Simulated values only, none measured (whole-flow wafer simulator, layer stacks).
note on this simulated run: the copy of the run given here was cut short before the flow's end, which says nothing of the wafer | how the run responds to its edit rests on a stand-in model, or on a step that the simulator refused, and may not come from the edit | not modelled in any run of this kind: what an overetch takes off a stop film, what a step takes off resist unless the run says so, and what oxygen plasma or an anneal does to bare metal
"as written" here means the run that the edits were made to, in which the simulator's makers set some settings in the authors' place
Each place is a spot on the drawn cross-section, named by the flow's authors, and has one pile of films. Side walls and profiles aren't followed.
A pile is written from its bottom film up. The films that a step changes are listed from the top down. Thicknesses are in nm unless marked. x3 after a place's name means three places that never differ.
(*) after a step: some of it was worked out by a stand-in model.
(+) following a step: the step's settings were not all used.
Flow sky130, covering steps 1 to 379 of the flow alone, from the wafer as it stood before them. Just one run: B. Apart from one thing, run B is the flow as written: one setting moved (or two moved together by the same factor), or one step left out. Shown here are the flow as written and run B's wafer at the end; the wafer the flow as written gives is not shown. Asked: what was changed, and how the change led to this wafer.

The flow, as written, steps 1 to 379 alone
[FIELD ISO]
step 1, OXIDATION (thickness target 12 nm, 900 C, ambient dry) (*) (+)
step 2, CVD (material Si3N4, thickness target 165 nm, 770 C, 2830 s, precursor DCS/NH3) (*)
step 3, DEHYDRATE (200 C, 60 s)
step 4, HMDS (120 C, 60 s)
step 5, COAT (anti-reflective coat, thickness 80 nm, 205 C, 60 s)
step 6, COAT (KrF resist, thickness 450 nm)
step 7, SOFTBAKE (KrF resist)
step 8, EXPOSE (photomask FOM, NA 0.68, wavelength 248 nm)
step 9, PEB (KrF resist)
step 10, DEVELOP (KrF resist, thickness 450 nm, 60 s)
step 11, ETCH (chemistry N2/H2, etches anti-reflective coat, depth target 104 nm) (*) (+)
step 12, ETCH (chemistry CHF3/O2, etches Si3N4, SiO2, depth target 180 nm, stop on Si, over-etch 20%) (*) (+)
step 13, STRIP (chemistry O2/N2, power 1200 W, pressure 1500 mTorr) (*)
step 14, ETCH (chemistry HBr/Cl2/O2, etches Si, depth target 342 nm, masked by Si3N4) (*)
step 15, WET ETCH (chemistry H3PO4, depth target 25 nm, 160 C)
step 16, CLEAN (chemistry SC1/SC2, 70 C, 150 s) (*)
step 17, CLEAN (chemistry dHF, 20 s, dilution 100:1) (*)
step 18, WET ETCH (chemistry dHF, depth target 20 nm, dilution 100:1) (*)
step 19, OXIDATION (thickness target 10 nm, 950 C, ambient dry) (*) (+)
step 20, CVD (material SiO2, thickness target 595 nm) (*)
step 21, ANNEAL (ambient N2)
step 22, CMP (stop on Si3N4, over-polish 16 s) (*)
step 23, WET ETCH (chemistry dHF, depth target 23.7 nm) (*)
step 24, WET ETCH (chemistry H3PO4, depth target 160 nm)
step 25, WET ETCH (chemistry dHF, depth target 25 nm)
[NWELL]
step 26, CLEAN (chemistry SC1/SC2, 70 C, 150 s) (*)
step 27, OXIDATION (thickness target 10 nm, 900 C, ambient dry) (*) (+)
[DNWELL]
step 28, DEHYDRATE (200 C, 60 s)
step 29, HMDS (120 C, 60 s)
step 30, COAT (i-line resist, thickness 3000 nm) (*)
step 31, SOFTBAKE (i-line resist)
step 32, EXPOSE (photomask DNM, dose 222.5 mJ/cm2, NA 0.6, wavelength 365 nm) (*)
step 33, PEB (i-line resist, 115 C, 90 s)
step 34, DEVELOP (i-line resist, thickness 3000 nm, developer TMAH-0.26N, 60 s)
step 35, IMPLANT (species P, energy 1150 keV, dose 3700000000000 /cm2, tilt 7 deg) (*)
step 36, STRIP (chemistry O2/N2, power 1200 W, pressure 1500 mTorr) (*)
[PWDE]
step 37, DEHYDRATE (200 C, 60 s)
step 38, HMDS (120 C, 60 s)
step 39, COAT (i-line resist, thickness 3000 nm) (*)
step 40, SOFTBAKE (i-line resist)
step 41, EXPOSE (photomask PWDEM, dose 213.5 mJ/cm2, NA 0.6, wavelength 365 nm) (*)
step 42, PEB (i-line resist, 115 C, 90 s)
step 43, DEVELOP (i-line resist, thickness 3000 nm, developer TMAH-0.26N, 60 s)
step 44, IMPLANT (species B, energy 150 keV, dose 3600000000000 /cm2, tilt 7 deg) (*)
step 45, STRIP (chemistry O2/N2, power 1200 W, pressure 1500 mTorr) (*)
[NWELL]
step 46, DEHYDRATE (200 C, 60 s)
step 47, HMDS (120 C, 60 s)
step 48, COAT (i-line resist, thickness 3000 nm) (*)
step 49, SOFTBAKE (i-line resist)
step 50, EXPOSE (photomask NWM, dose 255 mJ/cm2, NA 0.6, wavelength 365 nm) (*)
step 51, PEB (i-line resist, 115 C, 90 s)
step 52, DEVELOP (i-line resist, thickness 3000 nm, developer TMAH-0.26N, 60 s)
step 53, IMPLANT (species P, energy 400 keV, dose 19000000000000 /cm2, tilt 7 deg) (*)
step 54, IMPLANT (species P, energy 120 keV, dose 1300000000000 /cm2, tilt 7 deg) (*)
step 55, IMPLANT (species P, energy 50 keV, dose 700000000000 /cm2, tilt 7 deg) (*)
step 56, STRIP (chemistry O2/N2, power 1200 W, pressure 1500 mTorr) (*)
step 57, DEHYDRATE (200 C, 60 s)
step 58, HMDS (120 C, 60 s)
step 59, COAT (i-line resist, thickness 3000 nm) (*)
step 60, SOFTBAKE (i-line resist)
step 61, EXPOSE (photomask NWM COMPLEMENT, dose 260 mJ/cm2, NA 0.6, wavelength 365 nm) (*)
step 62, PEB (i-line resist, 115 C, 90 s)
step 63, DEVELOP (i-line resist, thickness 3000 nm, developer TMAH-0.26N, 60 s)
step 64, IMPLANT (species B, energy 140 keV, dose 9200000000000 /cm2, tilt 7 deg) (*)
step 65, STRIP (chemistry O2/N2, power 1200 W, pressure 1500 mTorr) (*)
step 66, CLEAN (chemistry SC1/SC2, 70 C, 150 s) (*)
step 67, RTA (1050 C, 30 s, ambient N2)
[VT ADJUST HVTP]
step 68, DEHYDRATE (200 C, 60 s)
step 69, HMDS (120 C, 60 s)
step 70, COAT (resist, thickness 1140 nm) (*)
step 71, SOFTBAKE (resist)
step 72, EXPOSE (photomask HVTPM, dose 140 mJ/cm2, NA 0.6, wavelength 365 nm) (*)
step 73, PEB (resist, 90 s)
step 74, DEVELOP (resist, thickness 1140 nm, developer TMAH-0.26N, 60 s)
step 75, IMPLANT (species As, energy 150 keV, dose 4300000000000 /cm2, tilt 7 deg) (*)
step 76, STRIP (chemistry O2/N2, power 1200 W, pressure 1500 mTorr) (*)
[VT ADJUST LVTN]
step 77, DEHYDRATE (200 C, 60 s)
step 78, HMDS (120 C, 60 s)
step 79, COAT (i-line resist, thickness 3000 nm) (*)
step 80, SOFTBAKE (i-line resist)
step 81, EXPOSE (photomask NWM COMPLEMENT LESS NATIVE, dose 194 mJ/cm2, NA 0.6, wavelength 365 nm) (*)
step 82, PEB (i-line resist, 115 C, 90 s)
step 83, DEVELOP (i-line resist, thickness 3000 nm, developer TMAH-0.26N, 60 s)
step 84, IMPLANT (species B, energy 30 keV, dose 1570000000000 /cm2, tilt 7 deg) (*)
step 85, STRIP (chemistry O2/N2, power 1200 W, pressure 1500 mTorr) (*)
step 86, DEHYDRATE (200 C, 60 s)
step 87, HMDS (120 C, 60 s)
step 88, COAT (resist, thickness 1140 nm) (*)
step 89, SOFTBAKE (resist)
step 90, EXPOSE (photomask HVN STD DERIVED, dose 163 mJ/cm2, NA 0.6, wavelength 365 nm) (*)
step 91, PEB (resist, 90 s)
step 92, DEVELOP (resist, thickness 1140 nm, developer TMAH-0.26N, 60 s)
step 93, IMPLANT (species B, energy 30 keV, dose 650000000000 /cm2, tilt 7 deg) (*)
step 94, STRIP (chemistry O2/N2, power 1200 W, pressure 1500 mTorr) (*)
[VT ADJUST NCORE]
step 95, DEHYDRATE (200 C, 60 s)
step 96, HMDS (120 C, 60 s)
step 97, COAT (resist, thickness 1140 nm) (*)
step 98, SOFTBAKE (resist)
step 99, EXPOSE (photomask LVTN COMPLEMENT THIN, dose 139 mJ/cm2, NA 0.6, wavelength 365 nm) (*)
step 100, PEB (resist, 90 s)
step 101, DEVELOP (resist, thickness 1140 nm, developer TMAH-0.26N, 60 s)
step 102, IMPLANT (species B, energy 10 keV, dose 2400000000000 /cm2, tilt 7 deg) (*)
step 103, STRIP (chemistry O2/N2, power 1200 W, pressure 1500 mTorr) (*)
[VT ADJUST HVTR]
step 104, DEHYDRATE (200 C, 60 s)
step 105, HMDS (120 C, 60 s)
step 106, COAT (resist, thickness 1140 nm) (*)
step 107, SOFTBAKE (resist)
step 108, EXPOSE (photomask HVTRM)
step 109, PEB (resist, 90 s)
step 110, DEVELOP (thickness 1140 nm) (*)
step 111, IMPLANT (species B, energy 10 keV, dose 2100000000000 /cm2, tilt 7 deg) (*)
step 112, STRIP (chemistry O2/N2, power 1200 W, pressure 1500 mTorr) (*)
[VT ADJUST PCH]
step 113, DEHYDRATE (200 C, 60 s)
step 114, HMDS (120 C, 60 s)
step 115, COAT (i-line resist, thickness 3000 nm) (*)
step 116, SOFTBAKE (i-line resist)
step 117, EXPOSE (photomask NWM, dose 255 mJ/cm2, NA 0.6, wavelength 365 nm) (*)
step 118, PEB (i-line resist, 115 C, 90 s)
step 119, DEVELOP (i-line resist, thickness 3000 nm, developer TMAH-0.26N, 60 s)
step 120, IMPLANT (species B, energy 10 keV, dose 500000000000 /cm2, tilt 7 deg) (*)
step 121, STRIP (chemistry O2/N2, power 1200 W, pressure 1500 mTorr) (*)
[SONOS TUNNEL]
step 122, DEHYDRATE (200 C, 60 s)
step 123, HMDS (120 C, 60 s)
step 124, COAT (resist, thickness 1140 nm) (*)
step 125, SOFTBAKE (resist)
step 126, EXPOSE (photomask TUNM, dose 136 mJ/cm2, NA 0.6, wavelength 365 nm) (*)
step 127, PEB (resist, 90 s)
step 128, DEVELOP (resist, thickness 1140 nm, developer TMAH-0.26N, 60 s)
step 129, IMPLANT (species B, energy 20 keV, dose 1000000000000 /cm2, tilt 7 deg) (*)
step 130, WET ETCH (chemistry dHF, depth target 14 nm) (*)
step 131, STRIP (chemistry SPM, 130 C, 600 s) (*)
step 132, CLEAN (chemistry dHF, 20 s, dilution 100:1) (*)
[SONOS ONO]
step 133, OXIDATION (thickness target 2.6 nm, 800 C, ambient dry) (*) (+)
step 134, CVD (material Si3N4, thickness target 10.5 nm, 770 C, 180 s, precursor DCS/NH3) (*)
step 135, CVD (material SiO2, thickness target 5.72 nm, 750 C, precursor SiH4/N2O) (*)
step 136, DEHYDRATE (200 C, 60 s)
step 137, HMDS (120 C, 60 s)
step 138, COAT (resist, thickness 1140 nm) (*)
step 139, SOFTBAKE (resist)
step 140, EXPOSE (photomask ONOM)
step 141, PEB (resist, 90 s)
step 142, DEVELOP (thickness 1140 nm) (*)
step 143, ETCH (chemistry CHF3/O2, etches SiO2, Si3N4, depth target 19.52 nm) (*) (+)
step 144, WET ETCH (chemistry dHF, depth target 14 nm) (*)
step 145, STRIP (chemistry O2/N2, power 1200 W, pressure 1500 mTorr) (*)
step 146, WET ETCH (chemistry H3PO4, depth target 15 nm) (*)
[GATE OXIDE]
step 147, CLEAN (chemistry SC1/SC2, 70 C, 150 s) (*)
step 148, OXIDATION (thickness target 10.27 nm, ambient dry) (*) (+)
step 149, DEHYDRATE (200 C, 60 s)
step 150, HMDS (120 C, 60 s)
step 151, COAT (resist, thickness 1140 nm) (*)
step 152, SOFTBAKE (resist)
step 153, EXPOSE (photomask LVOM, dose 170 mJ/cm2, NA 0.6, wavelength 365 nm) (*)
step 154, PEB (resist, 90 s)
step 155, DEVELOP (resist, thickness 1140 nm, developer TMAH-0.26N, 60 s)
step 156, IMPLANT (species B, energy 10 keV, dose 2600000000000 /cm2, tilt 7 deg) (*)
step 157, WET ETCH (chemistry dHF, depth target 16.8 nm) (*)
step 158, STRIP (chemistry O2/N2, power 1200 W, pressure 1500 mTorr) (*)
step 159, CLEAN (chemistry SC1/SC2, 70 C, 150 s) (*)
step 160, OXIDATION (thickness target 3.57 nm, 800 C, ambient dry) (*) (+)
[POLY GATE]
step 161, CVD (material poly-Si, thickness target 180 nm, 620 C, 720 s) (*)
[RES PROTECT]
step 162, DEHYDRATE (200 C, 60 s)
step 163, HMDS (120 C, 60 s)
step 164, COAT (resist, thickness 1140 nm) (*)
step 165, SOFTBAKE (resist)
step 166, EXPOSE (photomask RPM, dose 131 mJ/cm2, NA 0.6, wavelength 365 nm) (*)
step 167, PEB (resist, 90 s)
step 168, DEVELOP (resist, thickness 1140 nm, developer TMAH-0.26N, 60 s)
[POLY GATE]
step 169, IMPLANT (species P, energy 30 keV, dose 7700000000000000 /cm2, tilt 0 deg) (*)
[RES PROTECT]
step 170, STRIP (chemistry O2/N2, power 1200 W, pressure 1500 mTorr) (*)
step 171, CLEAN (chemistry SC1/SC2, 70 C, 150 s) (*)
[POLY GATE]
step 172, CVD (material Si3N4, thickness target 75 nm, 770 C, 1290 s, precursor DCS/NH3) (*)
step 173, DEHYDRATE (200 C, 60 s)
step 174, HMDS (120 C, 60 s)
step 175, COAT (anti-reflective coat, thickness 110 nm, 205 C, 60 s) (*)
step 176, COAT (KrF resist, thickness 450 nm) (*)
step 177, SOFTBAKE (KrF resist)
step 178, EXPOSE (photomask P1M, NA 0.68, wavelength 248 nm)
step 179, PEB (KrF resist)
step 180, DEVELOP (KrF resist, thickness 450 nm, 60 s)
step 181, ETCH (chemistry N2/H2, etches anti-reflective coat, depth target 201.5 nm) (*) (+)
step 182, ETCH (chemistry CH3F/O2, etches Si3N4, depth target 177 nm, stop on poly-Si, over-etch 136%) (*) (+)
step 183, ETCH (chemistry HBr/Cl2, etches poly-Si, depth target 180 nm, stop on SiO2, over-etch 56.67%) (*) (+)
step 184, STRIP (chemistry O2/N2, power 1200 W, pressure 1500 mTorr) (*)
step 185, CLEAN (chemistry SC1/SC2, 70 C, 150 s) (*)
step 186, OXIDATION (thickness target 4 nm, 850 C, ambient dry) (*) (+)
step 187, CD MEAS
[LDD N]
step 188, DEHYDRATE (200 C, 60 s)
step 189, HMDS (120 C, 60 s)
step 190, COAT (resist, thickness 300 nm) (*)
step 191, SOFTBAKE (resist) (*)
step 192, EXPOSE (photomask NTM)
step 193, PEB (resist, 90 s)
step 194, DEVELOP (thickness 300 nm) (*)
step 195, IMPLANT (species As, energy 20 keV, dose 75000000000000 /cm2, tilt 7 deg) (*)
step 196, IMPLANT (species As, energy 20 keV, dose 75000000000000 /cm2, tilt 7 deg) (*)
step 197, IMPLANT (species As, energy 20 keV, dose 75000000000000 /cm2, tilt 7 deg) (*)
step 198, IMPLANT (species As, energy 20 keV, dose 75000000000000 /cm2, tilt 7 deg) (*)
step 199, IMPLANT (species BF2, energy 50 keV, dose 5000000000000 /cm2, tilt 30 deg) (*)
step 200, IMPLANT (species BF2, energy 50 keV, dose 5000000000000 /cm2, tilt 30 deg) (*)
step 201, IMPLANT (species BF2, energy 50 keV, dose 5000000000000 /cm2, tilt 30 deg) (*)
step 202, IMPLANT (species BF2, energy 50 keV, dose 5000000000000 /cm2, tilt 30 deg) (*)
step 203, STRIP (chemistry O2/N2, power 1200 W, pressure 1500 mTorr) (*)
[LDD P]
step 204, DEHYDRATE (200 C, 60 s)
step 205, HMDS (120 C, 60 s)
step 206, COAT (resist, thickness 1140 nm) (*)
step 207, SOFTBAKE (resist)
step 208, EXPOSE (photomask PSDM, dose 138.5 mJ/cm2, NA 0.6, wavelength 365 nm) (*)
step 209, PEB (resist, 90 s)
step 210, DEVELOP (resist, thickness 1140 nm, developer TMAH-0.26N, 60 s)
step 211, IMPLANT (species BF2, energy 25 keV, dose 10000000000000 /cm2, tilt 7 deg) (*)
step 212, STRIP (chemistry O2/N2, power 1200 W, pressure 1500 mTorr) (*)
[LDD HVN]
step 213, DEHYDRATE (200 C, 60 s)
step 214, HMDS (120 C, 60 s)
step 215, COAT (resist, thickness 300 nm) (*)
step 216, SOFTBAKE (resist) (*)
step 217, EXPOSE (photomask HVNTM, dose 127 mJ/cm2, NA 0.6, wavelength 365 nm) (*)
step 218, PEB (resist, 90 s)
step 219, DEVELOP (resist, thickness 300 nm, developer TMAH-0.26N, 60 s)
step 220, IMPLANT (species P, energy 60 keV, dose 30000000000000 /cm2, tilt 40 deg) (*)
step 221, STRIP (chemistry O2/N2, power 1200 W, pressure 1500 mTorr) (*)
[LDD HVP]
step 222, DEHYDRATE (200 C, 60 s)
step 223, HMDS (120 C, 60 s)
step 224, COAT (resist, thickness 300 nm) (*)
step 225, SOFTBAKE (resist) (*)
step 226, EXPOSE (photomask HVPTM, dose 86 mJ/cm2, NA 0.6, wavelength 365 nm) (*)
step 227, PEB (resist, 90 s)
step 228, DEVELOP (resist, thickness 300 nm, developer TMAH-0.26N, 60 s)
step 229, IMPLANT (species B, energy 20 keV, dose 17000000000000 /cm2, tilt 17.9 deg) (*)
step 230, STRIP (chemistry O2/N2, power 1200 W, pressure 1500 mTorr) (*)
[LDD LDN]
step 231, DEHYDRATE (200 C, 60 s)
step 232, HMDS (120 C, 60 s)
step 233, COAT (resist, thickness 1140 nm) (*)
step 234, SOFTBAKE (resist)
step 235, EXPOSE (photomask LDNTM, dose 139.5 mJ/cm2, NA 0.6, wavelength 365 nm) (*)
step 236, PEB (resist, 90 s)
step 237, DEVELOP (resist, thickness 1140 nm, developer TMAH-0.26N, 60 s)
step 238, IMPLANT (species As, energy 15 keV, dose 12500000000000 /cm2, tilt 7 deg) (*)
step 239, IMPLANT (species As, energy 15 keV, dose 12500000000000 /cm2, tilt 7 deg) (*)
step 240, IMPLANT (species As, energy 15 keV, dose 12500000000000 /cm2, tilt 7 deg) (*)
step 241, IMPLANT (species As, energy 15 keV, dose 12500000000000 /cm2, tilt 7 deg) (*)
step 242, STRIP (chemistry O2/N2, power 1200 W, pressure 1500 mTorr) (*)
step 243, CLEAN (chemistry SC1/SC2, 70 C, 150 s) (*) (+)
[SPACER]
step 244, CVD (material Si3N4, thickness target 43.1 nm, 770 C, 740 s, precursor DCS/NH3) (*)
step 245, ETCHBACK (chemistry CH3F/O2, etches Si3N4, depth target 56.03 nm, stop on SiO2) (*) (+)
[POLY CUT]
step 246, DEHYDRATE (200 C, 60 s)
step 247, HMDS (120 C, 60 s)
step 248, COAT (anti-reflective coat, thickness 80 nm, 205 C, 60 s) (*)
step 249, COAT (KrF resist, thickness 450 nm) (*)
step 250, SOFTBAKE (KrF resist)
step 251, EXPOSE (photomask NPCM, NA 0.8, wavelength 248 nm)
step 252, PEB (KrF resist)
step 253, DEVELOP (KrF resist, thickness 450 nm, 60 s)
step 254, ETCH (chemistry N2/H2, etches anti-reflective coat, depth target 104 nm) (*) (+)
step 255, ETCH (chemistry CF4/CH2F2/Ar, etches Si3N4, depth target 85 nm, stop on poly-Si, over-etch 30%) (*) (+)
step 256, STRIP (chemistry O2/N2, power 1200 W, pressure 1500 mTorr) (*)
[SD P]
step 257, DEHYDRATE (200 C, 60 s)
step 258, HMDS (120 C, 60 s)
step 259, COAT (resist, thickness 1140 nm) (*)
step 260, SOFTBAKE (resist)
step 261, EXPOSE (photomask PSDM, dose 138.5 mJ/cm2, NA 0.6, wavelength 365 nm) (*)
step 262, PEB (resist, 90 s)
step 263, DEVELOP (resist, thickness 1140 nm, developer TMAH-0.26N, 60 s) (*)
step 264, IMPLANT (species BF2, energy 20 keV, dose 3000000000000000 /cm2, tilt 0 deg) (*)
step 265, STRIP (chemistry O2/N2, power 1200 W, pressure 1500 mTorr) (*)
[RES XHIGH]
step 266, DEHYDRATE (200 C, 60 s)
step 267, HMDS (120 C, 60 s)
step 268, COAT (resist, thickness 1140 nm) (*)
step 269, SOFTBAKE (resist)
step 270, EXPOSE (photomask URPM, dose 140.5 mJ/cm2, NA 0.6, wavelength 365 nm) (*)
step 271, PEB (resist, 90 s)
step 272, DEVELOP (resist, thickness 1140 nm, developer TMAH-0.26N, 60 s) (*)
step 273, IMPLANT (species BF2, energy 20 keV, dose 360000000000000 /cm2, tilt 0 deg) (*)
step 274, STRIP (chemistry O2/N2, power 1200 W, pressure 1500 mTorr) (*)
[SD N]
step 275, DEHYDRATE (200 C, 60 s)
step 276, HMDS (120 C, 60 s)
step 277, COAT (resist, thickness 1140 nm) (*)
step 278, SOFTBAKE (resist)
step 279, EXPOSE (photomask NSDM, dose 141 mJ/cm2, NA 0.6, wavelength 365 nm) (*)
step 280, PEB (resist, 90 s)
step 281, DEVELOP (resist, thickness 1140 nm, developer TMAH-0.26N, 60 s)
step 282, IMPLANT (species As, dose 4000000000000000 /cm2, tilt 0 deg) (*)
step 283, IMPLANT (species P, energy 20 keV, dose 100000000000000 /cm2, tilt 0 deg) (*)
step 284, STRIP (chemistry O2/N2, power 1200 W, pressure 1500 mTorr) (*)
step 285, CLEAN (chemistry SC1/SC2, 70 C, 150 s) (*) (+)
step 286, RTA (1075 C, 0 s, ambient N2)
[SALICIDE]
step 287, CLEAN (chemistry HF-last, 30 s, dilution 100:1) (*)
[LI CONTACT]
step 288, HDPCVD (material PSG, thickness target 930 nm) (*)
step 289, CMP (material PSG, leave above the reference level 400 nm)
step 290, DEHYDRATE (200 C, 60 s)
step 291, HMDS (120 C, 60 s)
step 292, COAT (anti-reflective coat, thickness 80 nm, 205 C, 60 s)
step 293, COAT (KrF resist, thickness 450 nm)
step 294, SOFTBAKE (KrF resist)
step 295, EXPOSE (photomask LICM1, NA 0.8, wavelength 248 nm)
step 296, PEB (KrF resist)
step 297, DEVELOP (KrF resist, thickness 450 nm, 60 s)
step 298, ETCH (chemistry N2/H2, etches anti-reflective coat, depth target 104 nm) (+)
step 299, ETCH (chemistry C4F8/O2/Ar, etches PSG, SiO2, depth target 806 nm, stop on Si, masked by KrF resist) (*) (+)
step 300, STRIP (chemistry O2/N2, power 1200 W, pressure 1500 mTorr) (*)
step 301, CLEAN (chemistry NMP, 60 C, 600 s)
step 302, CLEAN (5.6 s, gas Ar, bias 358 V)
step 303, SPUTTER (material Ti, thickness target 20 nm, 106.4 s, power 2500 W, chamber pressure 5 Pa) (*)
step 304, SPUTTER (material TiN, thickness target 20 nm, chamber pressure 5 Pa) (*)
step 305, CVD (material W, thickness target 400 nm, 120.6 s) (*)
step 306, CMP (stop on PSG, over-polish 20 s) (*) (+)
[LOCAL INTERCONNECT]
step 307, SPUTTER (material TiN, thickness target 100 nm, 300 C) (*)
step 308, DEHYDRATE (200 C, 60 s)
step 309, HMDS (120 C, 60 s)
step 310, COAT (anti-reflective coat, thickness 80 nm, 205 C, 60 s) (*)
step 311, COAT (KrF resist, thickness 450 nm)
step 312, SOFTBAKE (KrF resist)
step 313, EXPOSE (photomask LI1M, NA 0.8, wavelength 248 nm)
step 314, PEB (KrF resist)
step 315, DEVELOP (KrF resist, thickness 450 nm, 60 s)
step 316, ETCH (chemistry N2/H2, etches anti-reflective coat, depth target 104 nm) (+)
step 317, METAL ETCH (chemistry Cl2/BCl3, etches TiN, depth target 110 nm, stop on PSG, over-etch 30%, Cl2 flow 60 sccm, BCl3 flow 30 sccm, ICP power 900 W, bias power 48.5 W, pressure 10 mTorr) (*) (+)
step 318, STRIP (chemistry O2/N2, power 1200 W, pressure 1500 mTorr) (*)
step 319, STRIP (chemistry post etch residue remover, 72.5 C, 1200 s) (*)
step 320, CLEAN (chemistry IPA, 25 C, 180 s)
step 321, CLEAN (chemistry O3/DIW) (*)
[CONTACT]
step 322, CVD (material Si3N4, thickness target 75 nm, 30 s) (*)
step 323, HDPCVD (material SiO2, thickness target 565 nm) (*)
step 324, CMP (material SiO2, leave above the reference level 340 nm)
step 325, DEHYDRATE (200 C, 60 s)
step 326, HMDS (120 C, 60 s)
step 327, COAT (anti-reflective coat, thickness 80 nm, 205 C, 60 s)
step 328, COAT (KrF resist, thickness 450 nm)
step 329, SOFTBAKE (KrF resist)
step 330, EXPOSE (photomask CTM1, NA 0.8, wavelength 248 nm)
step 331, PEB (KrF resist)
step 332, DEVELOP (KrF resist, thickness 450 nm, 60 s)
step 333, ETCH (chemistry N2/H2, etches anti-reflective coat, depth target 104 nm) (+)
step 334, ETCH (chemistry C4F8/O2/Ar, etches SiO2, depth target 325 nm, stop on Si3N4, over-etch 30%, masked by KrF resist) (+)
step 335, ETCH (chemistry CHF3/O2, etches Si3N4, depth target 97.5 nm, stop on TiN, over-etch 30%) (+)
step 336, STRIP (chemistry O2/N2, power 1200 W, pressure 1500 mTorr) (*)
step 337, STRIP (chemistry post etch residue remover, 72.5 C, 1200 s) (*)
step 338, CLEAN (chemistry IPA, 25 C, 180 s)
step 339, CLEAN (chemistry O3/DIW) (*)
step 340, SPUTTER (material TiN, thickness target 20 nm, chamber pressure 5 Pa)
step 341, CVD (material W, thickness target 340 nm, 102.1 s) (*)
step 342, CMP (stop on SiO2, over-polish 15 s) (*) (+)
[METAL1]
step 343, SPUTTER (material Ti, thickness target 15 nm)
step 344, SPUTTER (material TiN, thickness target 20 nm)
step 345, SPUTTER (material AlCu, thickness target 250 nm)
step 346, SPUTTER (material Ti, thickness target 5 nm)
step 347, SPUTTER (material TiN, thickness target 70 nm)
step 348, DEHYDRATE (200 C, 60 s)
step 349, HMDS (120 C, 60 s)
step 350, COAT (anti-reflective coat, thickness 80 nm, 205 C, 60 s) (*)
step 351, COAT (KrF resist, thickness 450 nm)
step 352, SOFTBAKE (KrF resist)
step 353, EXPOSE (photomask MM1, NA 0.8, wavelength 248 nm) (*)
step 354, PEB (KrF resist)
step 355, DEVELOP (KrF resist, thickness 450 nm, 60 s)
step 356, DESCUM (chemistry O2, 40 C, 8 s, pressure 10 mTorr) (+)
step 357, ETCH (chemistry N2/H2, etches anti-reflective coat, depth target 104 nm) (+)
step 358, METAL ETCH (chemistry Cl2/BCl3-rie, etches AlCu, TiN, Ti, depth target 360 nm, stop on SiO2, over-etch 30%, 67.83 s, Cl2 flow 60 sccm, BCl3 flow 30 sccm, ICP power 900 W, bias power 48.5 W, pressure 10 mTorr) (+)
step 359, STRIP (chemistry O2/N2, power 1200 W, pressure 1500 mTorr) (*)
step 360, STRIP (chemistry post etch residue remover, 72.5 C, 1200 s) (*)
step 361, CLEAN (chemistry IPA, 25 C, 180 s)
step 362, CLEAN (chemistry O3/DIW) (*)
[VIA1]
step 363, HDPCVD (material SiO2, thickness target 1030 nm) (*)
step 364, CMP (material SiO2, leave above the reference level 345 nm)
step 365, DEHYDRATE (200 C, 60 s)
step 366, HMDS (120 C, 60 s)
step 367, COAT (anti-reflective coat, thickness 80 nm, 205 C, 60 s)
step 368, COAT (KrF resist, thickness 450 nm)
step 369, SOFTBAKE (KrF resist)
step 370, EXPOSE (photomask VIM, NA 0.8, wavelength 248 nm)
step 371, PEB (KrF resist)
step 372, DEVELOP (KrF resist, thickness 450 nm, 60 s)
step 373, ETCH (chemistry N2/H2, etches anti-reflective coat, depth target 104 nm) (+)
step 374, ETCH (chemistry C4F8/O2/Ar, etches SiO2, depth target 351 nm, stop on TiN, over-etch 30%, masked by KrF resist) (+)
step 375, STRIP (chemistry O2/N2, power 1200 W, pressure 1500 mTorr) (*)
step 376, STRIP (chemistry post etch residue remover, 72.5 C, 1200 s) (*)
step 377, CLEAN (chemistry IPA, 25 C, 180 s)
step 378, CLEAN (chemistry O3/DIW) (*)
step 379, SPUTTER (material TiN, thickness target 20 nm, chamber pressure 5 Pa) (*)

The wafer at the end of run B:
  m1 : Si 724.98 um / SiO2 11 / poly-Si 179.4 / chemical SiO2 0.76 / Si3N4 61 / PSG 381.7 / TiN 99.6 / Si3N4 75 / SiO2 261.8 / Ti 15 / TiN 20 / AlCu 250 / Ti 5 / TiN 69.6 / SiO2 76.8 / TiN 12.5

Cause: step 374, ETCH: depth target 193 nm was run, whereas the flow has depth target 351 nm.

How this came from the change, step by step:
  step 374, ETCH (chemistry C4F8/O2/Ar, etches SiO2, depth target 351 nm, stop on TiN, over-etch 30%, masked by KrF resist) (+)
      m1, via1_hole: SiO2 loses 193 (in the flow as written it would be: SiO2 loses 269.8 (all of it))
      field, active, n_well and 186 more: KrF resist loses 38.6 (in the flow as written it would be: KrF resist loses 70.1)
  step 375, STRIP (chemistry O2/N2, power 1200 W, pressure 1500 mTorr) (*)
      field, active, n_well and 186 more: KrF resist loses 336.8 (all of it), anti-reflective coat loses 80 (all of it) (in the flow as written it would be: KrF resist loses 305.3 (all of it), anti-reflective coat loses 80 (all of it))
  step 379, SPUTTER (material TiN, thickness target 20 nm, chamber pressure 5 Pa) (*)
      m1: TiN gains 12.5 (new film) (in the flow as written it would be: TiN gains 11)
      via1_hole: TiN gains 12.5 (new film) (in the flow as written it would be: TiN gains 10.9)
Taking metal films that touch as one body, m1 has 3 bodies (between them, from the top down: SiO2 76.8; SiO2 261.8 / Si3N4 75); the flow as written gives 2 bodies (between them, from the top down: SiO2 261.8 / Si3N4 75).
